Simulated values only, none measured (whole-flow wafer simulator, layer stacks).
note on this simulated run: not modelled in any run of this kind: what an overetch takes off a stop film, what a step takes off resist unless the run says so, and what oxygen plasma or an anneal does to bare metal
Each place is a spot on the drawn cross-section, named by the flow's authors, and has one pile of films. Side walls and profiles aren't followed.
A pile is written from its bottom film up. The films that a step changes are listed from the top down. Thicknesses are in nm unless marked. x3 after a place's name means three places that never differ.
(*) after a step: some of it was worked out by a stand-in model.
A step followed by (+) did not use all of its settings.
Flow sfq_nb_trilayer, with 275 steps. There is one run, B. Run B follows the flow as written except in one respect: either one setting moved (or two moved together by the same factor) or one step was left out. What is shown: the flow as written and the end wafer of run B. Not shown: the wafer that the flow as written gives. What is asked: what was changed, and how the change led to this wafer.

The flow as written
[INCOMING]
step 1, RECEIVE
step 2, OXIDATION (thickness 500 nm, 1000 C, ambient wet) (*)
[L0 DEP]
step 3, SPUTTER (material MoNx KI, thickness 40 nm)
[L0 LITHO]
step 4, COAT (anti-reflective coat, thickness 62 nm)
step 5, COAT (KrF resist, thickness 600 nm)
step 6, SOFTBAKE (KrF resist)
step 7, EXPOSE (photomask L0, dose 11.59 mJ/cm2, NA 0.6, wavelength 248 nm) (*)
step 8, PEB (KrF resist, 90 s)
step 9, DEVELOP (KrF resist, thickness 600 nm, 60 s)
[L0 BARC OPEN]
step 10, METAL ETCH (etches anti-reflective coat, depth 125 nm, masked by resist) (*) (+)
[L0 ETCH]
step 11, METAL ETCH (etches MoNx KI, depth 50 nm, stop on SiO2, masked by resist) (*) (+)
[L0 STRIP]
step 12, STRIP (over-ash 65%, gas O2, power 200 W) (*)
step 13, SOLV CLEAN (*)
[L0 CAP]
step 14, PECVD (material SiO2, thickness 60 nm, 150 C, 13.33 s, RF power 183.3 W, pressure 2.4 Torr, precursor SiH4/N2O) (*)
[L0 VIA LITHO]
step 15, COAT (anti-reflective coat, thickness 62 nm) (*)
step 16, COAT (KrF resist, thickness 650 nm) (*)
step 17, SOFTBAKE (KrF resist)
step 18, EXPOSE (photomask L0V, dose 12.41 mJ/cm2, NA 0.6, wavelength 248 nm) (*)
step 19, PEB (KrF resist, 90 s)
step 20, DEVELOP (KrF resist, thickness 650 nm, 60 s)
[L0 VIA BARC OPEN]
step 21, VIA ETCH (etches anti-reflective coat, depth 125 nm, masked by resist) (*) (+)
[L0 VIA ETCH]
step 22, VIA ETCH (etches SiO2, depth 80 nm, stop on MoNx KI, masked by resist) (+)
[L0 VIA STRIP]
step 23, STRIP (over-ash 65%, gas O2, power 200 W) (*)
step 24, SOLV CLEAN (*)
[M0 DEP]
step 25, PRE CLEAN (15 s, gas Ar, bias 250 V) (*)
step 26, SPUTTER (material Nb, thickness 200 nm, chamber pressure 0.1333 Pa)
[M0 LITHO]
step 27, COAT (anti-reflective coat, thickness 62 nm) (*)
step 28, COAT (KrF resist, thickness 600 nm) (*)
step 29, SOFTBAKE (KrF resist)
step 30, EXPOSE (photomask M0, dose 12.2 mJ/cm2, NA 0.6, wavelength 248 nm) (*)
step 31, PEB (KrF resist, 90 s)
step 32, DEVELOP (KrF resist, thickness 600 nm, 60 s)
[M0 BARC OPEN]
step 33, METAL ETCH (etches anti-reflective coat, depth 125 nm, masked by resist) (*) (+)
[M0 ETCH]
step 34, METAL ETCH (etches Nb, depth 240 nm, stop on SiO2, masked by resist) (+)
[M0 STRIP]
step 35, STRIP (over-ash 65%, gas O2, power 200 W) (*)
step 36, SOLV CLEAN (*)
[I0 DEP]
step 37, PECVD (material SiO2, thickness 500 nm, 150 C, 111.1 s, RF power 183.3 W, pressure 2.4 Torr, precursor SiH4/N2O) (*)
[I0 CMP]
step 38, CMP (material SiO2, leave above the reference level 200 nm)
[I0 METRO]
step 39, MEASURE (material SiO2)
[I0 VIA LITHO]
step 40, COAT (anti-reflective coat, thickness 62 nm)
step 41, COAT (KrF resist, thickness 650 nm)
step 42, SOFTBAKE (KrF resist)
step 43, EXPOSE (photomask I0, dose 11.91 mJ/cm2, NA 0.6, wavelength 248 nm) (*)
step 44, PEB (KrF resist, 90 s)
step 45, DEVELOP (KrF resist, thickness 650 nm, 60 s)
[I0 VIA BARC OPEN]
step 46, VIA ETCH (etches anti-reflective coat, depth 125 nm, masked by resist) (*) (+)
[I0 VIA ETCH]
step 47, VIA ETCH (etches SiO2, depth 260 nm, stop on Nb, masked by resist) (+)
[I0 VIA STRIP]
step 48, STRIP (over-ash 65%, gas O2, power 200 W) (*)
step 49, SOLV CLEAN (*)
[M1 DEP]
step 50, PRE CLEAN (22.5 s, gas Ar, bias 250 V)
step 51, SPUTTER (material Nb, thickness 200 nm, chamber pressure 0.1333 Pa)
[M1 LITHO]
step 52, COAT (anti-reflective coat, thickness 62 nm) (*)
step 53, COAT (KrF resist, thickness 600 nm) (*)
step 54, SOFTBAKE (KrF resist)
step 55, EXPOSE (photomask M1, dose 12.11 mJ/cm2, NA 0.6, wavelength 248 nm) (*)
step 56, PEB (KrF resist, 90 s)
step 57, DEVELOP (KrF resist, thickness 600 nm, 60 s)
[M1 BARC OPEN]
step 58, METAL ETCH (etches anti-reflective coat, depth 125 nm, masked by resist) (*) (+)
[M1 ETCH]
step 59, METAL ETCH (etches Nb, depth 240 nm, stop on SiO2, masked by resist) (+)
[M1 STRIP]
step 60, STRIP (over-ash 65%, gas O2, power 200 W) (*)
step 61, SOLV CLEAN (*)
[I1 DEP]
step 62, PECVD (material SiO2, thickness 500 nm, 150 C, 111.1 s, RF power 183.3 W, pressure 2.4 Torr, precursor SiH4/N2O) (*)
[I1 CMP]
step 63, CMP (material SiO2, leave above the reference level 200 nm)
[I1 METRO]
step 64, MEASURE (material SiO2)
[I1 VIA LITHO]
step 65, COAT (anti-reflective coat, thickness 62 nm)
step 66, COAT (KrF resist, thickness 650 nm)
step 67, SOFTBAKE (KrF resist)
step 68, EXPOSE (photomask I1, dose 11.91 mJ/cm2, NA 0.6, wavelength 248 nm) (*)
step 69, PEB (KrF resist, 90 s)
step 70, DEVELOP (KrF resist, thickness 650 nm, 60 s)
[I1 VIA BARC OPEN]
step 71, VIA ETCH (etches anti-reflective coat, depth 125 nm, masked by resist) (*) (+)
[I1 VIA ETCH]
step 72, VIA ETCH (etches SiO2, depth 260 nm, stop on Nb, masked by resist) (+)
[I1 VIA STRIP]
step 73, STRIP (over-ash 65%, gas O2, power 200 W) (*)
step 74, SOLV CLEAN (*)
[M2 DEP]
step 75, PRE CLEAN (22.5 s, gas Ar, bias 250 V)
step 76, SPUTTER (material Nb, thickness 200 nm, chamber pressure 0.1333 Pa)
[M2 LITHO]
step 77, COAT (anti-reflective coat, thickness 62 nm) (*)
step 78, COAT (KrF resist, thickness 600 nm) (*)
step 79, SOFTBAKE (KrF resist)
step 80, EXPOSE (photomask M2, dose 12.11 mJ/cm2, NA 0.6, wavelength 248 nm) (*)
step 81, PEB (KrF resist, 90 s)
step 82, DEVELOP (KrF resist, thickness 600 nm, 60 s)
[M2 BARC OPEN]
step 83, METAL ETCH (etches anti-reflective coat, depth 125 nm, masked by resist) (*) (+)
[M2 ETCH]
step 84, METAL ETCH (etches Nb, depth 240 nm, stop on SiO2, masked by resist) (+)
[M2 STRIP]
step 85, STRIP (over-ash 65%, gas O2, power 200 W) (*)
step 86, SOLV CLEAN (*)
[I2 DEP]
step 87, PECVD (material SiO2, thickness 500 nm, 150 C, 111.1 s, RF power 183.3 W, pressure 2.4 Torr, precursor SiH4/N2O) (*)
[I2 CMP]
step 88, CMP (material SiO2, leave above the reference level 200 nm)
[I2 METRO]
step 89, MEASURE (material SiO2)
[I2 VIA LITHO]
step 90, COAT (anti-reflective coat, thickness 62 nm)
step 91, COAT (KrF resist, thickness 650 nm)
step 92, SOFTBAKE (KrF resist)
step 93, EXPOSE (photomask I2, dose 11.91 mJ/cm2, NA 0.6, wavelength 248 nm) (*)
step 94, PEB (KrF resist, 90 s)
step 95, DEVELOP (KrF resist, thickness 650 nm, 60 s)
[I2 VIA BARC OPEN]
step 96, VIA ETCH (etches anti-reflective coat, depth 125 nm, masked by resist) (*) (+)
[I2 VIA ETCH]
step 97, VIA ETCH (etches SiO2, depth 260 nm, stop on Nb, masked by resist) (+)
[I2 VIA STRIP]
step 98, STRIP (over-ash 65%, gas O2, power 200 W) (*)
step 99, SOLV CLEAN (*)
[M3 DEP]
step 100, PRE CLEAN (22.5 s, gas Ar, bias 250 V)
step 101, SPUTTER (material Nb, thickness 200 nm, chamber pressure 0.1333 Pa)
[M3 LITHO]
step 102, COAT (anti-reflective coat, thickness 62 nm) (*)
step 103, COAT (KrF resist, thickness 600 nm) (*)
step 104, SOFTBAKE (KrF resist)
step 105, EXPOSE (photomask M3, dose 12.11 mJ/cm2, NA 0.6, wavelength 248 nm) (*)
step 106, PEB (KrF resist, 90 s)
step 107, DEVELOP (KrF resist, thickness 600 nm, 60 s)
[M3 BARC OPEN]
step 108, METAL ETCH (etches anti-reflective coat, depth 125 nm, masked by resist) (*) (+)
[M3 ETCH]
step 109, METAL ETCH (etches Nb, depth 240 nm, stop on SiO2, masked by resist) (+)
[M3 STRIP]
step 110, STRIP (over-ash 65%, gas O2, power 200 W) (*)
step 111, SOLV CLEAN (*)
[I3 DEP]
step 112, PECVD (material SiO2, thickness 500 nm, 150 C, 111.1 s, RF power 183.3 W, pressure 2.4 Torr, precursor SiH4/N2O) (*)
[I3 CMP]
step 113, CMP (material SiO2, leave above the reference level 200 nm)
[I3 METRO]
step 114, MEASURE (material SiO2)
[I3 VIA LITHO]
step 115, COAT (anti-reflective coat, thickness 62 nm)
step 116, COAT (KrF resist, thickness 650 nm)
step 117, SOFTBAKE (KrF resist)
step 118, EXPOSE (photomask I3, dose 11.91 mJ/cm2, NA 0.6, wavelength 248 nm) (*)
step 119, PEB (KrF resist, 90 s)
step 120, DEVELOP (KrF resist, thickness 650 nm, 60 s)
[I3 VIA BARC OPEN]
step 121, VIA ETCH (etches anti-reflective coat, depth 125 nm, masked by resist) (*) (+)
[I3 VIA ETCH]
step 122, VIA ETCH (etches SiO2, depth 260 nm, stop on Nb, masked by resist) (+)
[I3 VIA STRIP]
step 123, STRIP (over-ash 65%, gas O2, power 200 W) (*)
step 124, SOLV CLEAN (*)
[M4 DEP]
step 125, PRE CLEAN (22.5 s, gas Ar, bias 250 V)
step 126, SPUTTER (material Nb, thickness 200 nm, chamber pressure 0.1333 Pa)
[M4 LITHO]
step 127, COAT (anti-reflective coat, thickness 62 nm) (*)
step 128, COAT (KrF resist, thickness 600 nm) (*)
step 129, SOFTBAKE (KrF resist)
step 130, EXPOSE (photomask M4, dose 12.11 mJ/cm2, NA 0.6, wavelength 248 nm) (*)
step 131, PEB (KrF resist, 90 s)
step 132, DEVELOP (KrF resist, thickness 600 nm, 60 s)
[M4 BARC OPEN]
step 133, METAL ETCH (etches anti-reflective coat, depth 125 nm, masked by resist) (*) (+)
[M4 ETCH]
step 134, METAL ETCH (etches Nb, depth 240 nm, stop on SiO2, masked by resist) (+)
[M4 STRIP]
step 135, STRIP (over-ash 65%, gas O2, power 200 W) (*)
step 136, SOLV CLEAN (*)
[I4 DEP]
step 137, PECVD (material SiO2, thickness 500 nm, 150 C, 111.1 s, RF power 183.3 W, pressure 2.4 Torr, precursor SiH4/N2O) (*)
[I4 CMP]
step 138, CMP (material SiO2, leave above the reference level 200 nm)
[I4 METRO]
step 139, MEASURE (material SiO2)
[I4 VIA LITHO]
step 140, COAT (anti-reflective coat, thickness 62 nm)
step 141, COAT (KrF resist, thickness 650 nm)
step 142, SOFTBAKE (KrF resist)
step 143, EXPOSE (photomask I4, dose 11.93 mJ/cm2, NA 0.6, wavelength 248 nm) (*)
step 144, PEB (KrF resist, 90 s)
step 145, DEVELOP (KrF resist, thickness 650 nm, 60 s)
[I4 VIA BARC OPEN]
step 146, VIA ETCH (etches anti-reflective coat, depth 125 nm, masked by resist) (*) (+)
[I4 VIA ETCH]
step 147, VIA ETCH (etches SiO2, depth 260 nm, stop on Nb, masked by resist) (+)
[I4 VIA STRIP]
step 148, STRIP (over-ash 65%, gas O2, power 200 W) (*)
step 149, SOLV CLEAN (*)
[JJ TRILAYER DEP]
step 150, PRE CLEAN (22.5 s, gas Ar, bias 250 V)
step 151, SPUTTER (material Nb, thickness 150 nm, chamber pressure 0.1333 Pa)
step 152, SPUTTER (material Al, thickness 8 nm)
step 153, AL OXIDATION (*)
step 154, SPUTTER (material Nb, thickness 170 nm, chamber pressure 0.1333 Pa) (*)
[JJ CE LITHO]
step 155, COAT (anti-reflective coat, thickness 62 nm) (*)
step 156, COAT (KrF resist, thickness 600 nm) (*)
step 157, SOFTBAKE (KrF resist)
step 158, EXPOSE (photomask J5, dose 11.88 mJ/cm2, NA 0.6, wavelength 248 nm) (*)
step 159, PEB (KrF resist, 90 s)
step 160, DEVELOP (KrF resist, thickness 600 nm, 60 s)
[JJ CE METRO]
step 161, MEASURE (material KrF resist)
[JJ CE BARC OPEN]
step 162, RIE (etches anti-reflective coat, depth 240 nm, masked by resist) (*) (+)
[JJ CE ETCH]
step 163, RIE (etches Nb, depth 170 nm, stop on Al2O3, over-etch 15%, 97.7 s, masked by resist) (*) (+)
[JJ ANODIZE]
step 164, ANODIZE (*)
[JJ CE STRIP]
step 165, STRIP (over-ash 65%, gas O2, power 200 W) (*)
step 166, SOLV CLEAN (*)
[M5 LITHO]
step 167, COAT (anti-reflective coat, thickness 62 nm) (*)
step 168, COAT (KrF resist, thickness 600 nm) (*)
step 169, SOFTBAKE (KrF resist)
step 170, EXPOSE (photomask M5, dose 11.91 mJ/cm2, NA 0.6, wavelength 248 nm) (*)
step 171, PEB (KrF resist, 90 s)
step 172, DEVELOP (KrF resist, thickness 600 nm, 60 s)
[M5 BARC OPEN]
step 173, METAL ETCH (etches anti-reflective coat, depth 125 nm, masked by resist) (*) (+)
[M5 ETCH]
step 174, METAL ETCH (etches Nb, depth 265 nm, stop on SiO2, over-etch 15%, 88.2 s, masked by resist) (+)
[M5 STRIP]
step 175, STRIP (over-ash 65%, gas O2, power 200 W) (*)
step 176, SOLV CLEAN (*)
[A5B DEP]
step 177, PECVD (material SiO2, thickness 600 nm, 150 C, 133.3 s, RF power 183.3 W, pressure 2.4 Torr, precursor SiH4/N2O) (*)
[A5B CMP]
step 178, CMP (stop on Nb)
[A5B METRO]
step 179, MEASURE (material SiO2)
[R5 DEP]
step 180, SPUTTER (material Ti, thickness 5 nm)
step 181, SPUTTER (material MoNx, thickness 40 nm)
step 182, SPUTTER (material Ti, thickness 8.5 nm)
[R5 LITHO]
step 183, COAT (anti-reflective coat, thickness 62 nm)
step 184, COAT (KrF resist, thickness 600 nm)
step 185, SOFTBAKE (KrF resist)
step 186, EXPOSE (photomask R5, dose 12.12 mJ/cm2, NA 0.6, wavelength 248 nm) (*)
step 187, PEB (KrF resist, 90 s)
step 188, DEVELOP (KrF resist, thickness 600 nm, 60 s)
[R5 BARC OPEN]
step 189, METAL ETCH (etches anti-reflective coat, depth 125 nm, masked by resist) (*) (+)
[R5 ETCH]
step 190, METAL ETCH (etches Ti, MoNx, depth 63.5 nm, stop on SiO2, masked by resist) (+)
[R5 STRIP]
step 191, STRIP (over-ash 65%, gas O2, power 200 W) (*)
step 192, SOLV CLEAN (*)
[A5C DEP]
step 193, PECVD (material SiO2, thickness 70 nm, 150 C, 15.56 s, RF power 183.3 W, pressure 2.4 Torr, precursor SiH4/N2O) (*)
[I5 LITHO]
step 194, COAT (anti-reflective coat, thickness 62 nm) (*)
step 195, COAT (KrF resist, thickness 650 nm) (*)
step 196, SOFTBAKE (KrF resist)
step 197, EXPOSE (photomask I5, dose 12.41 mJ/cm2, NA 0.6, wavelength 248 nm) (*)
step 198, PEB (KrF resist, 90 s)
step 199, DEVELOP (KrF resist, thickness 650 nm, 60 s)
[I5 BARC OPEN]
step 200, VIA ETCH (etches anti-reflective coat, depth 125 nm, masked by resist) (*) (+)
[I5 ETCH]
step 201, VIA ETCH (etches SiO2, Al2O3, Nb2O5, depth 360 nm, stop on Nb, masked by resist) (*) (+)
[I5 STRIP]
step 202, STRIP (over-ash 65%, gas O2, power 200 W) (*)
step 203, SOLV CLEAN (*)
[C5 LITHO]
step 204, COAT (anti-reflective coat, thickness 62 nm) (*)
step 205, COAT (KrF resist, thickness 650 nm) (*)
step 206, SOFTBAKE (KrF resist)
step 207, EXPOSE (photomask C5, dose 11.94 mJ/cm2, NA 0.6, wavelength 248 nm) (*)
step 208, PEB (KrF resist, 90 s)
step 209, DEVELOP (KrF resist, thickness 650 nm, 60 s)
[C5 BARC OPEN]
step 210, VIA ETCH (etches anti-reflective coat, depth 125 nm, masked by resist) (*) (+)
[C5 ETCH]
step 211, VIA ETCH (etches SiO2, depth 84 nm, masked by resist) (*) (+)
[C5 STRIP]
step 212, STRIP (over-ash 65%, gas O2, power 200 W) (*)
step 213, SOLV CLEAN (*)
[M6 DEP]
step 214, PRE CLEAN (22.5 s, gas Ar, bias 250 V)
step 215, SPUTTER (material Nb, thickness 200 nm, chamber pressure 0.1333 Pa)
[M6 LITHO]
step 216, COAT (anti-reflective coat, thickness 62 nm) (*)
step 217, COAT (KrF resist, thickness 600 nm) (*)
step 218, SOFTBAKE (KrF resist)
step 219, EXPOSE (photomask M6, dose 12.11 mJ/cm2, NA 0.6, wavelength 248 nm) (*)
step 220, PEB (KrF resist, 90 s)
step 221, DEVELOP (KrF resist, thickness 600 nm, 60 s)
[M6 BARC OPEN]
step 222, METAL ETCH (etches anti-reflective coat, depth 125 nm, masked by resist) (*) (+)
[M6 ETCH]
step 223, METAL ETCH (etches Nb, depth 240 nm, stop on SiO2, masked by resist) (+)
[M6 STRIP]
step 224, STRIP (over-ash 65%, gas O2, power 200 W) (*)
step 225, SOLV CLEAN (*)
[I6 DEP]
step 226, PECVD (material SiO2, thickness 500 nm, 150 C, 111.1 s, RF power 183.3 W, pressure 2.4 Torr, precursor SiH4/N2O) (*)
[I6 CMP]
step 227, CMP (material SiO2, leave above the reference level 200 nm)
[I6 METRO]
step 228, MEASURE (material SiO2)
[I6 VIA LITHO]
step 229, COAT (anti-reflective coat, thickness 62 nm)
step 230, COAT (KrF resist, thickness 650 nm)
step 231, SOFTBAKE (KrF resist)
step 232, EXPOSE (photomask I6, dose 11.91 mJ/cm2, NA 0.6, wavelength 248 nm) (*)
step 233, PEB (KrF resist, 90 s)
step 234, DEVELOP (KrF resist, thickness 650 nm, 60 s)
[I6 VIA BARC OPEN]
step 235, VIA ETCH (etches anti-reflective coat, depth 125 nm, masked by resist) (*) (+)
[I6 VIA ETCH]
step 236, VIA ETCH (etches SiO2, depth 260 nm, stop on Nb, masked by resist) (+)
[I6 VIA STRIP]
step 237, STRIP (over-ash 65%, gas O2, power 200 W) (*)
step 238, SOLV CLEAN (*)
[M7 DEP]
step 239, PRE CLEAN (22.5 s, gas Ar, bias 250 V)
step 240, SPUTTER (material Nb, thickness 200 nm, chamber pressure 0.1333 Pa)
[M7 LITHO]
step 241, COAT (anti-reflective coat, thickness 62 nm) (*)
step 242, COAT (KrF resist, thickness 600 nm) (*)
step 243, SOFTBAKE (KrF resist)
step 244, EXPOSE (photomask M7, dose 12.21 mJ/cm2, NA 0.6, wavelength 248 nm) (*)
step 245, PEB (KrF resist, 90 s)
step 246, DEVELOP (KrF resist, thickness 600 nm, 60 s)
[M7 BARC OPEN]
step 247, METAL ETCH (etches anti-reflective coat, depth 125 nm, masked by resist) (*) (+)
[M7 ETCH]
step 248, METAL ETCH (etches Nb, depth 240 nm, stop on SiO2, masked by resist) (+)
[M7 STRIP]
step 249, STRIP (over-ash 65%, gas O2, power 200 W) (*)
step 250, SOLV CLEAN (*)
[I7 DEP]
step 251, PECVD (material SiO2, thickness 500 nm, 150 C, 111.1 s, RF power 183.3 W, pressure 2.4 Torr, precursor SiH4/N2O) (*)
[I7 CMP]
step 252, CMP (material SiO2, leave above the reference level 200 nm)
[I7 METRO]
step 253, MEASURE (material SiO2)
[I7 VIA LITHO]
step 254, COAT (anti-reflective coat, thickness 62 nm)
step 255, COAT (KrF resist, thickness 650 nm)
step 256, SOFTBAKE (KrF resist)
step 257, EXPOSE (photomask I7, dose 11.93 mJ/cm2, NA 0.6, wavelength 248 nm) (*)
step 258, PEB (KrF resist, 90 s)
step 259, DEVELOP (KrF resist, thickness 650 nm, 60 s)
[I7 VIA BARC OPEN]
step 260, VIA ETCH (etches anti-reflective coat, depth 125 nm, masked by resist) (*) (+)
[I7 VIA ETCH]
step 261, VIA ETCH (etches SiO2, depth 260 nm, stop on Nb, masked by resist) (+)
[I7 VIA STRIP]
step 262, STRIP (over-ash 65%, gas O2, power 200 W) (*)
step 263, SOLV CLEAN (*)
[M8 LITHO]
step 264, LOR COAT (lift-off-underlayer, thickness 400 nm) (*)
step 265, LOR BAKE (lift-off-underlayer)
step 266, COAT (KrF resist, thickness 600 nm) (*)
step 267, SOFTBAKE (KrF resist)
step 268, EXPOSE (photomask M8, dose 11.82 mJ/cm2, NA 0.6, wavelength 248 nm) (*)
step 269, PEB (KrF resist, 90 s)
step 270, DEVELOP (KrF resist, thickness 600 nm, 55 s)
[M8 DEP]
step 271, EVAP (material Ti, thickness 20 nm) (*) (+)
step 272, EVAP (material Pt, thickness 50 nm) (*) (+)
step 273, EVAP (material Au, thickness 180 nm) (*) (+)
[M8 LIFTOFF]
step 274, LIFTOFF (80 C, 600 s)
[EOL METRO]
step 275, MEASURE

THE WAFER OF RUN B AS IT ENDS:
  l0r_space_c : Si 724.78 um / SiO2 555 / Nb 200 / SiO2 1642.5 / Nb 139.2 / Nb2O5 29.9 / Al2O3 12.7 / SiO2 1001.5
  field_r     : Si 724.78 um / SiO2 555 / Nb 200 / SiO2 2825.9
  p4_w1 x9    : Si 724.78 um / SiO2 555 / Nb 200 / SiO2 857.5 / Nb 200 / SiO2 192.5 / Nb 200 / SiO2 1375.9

What caused this: step 76, SPUTTER: thickness 80 nm was run, though the flow has thickness 200 nm.

The path from the change to this, step by step:
  step 76, SPUTTER (material Nb, thickness 200 nm, chamber pressure 0.1333 Pa)
      field_l, v_sur, via_wl and 102 more: +80 Nb (new film) (it would be, as written: +200 Nb (new film))
      via_v: +70.4 Nb (it would be, as written: +174.5 Nb)
  step 77, COAT (anti-reflective coat, thickness 62 nm) (*)
      via_v: +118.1 anti-reflective coat (new film) (it would be, as written: +123.1 anti-reflective coat (new film))
  step 84, METAL ETCH (etches Nb, depth 240 nm, stop on SiO2, masked by resist) (+)
      field_l, be, be_sur and 81 more: -80 Nb (all of it) (it would be, as written: -200 Nb (all of it))
      v_sur, via_wl, via_w and 19 more: -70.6 KrF resist (it would be, as written: -141.2 KrF resist)
  step 85, STRIP (over-ash 65%, gas O2, power 200 W) (*)
      wl_j_sl, wl_jj, wl_j_sr and 12 more: -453 KrF resist (all of it), -62 anti-reflective coat (all of it) (it would be, as written: -382.4 KrF resist (all of it), -62 anti-reflective coat (all of it))
      v_sur: -450.9 KrF resist (all of it), -61.4 anti-reflective coat (all of it) (it would be, as written: -380 KrF resist (all of it), -61.4 anti-reflective coat (all of it))
      (also at 6 further places)
  step 87, PECVD (material SiO2, thickness 500 nm, 150 C, 111.1 s, RF power 183.3 W, pressure 2.4 Torr, precursor SiH4/N2O) (*)
      via_v: +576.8 SiO2 (new film) (it would be, as written: +606 SiO2 (new film))
  step 88, CMP (material SiO2, leave above the reference level 200 nm)
      field_l, be, be_sur and 81 more: -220 SiO2 (it would be, as written: -100 SiO2)
      via_v: -168.3 SiO2 (it would be, as written: -181.6 SiO2)
